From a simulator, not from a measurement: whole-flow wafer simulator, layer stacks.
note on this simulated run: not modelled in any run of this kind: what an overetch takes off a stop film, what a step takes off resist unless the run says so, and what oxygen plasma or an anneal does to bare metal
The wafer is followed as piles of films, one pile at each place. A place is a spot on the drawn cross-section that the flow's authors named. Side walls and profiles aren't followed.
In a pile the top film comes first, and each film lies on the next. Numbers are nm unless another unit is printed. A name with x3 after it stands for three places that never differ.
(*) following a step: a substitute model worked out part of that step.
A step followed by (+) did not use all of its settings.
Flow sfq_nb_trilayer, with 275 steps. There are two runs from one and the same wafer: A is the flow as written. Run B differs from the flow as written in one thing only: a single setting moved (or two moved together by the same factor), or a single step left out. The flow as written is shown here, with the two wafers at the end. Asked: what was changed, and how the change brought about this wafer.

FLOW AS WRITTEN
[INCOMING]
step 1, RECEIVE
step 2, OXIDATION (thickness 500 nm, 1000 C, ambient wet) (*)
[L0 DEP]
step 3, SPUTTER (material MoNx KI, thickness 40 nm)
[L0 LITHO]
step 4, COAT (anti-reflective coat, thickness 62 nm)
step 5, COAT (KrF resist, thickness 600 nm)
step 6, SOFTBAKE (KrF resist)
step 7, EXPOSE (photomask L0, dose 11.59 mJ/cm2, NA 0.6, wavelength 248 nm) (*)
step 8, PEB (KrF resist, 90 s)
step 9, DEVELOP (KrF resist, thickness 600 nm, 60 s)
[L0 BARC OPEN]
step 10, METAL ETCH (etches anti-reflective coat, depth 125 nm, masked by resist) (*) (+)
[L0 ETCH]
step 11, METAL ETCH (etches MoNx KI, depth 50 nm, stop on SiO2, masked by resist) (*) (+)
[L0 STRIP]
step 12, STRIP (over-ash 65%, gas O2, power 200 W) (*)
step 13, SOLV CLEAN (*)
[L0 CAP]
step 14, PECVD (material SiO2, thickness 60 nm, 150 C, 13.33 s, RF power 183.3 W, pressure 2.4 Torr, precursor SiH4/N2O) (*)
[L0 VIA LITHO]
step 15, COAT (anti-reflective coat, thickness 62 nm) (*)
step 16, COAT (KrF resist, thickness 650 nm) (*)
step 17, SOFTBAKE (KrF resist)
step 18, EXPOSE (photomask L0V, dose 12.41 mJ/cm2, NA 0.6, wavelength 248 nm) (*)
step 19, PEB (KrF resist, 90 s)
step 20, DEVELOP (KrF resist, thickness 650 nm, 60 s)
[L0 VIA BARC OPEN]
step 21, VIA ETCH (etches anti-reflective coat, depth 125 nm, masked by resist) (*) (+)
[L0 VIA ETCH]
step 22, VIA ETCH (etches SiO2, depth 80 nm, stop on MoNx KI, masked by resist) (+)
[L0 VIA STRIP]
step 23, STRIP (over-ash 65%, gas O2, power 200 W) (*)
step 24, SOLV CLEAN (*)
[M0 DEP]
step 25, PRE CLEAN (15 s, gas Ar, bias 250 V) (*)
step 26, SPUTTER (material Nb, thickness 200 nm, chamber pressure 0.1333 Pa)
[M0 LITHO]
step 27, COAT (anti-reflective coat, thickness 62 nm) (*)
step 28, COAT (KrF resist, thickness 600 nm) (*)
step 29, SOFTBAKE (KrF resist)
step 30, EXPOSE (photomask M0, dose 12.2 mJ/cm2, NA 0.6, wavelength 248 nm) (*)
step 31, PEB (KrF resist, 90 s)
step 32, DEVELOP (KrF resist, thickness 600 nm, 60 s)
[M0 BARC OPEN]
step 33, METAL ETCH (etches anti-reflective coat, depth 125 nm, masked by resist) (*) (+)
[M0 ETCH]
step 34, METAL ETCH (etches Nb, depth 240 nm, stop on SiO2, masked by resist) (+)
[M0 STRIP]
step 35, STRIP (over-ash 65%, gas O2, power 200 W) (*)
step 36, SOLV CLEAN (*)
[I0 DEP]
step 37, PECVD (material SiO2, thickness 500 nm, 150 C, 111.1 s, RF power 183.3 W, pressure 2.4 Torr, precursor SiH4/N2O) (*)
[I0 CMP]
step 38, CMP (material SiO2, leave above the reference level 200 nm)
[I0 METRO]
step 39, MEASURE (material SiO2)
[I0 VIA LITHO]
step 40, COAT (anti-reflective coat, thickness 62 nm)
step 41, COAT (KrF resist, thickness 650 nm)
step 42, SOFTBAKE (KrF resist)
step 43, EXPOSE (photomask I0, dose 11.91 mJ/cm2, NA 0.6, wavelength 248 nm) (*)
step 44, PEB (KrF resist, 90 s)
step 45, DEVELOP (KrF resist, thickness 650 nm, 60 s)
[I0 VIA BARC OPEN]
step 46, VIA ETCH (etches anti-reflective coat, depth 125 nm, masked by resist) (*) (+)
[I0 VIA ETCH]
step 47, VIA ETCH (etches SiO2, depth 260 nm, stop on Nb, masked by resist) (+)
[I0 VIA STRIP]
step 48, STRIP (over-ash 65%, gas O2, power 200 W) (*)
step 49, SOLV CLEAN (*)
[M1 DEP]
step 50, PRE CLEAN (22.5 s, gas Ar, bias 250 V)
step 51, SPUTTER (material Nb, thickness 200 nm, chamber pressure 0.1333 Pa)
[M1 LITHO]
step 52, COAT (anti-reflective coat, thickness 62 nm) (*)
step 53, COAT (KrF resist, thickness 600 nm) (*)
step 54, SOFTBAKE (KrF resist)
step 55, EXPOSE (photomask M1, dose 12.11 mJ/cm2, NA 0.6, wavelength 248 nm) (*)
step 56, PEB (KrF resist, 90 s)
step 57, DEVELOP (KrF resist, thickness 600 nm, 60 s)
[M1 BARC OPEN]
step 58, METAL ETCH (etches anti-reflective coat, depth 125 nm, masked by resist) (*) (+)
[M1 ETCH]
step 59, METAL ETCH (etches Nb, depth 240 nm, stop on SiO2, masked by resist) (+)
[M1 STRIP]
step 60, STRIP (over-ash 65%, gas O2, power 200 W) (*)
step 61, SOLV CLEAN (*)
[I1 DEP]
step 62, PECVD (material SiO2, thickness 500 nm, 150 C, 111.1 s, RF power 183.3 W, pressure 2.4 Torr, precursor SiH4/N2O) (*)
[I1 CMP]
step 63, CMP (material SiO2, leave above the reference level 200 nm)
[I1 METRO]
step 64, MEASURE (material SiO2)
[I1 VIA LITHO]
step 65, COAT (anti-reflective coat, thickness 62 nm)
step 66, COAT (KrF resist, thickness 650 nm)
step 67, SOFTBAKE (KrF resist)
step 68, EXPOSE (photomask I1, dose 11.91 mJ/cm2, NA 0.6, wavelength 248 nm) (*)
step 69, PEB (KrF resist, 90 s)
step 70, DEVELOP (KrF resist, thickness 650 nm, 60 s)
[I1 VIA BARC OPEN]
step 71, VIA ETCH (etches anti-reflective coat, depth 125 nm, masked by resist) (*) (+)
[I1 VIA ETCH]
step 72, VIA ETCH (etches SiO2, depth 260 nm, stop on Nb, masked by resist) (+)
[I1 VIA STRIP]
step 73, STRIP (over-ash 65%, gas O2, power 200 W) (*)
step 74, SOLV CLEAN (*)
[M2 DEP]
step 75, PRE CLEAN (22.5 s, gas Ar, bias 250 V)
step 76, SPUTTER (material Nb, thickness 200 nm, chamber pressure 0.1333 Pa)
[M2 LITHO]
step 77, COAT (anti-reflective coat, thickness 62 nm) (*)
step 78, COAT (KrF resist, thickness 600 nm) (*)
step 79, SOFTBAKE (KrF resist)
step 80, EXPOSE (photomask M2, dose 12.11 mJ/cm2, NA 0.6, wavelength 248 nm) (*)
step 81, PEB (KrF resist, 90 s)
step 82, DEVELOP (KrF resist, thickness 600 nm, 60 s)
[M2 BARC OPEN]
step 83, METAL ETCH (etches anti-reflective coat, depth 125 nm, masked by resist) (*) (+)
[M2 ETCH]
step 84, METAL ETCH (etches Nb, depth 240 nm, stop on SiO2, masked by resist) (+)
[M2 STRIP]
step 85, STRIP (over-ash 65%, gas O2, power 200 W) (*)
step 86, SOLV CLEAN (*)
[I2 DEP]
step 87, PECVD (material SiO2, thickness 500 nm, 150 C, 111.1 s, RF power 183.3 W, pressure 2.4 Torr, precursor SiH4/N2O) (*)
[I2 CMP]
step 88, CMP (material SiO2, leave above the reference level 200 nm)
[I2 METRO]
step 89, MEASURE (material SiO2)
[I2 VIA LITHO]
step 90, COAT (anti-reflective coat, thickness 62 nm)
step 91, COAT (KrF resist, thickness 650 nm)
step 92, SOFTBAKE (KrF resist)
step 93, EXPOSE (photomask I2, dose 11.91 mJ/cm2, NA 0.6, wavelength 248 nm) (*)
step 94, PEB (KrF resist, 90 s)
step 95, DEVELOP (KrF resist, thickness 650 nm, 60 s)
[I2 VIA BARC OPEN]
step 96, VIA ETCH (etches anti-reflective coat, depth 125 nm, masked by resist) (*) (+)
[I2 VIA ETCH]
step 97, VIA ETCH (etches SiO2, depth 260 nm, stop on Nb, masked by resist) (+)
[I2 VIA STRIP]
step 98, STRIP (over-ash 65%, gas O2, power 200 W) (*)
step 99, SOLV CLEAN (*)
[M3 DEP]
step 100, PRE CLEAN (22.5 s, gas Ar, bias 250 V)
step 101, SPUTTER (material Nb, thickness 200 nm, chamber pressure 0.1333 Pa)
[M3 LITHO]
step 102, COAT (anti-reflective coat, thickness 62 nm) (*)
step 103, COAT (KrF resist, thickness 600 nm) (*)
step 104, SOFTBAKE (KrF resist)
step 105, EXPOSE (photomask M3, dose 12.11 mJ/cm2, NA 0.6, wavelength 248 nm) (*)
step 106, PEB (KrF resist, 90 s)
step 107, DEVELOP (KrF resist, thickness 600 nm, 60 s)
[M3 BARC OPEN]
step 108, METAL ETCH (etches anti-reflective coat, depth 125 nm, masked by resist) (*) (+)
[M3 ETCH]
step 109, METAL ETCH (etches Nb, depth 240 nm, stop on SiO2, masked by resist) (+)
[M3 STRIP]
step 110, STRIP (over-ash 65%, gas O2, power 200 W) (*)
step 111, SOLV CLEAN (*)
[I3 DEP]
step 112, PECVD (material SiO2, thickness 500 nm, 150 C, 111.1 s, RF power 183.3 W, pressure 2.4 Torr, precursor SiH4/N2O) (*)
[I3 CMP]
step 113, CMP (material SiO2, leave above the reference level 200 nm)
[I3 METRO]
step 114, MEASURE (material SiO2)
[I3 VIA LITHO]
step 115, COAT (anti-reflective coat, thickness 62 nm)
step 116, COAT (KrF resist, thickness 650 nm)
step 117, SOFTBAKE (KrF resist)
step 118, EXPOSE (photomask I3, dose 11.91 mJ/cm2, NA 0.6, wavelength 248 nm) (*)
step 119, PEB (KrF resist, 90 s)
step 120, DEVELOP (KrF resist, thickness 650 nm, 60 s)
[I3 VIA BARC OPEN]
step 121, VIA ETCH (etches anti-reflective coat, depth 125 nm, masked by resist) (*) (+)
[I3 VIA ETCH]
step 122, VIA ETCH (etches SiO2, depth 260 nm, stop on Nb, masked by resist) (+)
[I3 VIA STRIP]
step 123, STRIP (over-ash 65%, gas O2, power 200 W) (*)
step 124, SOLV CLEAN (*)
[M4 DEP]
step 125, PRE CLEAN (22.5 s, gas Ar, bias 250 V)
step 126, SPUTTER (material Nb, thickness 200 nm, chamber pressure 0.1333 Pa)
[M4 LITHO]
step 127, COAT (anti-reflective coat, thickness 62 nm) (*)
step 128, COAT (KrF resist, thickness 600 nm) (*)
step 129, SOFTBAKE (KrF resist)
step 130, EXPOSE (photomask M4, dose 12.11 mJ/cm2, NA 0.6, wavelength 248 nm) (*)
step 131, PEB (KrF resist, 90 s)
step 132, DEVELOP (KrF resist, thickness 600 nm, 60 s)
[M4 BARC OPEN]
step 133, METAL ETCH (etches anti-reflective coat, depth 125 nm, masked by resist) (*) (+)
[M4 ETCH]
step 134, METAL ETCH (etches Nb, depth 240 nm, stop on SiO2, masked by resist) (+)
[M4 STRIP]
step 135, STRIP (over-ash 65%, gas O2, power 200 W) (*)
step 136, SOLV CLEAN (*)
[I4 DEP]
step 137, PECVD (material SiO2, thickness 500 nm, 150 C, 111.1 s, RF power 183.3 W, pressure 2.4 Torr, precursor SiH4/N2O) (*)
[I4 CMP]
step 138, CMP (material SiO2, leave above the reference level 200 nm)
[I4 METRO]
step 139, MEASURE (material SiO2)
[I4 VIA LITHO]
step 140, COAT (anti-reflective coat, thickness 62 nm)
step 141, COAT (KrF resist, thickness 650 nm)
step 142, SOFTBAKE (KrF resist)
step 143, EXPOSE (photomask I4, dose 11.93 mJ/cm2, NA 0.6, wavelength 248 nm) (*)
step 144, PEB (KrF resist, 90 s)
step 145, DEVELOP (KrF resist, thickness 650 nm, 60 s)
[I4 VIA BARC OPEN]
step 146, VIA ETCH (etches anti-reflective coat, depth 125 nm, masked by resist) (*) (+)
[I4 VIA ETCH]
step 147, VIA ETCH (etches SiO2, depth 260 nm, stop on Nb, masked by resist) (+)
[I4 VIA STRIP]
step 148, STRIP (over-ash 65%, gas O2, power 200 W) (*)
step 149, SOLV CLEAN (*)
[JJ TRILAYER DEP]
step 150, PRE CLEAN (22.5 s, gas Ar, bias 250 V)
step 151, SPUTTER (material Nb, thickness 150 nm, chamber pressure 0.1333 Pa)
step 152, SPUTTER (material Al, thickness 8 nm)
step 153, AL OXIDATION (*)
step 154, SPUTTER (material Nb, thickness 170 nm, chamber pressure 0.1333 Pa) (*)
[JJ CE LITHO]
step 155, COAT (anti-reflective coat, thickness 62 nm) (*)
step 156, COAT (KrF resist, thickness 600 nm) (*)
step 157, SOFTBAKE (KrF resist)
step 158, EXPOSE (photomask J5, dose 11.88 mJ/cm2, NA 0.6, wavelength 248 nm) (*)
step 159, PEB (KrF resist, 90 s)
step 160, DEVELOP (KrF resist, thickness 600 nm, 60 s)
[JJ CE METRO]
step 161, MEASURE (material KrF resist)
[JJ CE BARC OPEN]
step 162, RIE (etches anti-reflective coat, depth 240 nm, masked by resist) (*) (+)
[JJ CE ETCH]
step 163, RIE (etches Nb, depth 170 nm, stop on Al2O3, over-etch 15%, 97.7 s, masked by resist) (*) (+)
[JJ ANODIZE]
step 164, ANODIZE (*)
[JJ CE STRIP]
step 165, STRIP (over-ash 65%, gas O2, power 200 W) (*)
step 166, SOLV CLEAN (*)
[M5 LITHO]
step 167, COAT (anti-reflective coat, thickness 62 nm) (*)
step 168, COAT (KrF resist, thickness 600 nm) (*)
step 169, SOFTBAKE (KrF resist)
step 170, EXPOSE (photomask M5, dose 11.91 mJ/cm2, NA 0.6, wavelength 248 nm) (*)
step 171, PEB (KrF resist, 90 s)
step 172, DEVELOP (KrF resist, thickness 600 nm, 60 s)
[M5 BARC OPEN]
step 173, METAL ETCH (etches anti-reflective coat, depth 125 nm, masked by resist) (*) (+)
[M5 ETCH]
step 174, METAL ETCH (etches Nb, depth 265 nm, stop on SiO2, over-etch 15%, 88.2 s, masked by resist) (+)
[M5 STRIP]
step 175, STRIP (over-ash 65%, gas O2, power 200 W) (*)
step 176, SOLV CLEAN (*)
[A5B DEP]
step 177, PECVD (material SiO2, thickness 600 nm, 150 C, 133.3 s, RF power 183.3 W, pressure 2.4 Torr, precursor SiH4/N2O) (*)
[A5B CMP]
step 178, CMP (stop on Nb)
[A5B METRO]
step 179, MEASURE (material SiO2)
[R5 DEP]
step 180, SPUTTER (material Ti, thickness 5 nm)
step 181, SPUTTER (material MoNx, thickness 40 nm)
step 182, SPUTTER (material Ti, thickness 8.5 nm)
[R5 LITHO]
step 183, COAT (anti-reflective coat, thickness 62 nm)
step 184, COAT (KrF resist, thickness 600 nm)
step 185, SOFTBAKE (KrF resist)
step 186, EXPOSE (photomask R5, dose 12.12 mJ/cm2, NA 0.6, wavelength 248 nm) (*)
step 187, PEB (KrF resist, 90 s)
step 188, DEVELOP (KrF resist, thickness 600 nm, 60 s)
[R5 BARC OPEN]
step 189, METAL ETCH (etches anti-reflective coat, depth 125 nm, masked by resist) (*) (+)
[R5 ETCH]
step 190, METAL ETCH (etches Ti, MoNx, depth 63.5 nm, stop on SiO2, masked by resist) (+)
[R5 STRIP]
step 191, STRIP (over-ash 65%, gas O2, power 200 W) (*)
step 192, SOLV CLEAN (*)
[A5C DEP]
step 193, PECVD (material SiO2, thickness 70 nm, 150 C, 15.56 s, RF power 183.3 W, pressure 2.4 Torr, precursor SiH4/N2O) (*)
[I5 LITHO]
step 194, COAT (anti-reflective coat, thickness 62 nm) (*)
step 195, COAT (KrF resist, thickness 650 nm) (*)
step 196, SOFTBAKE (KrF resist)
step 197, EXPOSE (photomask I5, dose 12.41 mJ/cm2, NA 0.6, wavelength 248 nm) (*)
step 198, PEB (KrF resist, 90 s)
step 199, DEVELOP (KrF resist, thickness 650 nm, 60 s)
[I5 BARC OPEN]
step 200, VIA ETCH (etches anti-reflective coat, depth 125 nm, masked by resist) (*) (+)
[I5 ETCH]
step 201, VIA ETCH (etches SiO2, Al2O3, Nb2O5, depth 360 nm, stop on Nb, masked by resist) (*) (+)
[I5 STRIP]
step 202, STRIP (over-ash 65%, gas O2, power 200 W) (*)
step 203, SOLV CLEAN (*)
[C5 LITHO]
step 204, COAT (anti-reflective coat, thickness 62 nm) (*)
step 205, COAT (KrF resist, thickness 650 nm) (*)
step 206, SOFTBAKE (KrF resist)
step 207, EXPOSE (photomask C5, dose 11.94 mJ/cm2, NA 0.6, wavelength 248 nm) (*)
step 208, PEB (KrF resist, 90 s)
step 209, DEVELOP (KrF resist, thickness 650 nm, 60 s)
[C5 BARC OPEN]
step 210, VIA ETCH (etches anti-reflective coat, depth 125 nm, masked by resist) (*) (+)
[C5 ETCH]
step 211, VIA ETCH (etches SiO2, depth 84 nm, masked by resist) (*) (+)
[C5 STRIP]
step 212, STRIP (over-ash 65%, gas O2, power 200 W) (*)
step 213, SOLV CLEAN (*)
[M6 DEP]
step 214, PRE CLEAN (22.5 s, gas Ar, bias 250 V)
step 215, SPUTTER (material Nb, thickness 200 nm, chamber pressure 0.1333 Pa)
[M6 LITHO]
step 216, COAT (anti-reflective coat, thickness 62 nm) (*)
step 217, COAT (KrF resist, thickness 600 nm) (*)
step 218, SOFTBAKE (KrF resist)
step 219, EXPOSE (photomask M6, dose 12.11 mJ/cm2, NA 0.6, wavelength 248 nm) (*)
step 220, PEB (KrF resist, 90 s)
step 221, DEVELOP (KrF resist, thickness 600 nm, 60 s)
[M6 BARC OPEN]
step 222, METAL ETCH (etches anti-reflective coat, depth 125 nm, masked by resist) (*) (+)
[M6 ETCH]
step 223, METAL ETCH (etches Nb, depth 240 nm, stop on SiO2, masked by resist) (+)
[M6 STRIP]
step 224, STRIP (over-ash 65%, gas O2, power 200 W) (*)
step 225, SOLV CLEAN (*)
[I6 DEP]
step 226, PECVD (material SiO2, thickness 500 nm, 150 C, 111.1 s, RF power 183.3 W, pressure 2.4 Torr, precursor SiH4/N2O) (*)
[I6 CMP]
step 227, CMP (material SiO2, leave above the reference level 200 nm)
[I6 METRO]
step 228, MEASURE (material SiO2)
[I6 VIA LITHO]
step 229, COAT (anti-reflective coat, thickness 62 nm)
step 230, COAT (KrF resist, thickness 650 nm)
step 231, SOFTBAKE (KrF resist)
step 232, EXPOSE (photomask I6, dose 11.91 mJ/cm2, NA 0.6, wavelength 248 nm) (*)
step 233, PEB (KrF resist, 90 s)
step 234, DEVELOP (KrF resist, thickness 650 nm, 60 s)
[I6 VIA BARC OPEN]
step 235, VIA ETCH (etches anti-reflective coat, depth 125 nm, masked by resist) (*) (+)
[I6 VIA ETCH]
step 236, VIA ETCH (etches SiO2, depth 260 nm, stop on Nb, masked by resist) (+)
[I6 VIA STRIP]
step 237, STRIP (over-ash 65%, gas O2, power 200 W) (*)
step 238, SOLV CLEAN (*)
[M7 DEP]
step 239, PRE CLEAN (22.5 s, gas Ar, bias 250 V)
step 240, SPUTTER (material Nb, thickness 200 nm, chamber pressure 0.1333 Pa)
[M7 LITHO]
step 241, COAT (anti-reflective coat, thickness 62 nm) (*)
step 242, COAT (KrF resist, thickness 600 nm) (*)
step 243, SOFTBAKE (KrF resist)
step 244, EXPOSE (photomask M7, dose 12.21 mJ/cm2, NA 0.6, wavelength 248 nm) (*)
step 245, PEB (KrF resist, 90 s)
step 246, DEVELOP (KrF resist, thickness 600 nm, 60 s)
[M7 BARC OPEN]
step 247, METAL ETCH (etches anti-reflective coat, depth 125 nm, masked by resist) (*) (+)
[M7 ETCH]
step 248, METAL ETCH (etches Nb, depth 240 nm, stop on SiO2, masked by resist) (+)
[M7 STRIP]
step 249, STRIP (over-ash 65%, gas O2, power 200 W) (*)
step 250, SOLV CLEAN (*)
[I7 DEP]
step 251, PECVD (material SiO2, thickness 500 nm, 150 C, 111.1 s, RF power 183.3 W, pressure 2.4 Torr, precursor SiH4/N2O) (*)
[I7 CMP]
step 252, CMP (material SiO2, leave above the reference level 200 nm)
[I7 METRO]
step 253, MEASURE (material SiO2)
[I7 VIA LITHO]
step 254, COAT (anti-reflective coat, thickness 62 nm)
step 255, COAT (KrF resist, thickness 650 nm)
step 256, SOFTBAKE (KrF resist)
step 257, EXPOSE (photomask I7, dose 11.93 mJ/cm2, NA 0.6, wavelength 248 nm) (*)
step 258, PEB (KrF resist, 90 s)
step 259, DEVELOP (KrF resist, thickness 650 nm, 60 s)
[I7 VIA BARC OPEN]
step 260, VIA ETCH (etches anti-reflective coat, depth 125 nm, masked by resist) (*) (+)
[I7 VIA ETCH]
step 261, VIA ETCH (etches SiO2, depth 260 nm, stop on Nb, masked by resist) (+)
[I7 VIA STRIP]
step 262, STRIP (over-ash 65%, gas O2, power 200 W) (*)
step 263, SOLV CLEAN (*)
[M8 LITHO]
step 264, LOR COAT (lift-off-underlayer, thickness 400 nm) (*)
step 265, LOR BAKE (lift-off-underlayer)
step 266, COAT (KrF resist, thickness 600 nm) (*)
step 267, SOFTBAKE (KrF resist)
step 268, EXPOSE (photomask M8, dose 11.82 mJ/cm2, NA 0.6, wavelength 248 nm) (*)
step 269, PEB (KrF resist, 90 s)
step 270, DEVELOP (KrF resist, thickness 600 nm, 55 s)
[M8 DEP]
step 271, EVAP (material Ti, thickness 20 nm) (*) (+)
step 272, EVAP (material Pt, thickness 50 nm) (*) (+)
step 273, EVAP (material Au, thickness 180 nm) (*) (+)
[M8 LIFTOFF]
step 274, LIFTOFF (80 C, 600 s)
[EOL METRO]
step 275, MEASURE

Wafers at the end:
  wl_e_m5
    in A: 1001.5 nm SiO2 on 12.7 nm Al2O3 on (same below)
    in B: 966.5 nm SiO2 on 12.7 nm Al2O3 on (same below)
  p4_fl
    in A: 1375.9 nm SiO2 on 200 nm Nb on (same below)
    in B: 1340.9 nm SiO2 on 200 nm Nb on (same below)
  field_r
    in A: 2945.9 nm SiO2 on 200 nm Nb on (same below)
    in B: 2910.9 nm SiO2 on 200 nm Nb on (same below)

Cause: step 215, SPUTTER: thickness 165 nm was run, whereas the flow has thickness 200 nm.

Step by step, how the change led to this:
  step 215, SPUTTER (material Nb, thickness 200 nm, chamber pressure 0.1333 Pa)
      field_l, v_sur, via_wl and 100 more: A +200 Nb (new film) | B +165 Nb (new film)
      be: A +147.3 Nb | B +121.8 Nb
      (also at 2 further places)
  step 216, COAT (anti-reflective coat, thickness 62 nm) (*)
      be: A +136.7 anti-reflective coat (new film) | B +133.6 anti-reflective coat (new film)
  step 223, METAL ETCH (etches Nb, depth 240 nm, stop on SiO2, masked by resist) (+)
      field_l, gap, moat and 76 more: A -200 Nb (all of it) | B -165 Nb (all of it)
  step 224, STRIP (over-ash 65%, gas O2, power 200 W) (*)
      be: A -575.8 KrF resist (all of it), -136.7 anti-reflective coat (all of it) | B -575.3 KrF resist (all of it), -133.6 anti-reflective coat (all of it)
  step 226, PECVD (material SiO2, thickness 500 nm, 150 C, 111.1 s, RF power 183.3 W, pressure 2.4 Torr, precursor SiH4/N2O) (*)
      gap, wl_a_sl, m6r_space_l x2: A +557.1 SiO2 | B +522.1 SiO2
  step 227, CMP (material SiO2, leave above the reference level 200 nm)
      field_l, p4_fl, p4_fm and 59 more: A -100 SiO2 | B -135 SiO2
      moat, field_r, lsp_l, ln_m5, lsp_m: A -93.6 SiO2 | B -129.7 SiO2
      (also at 8 further places)
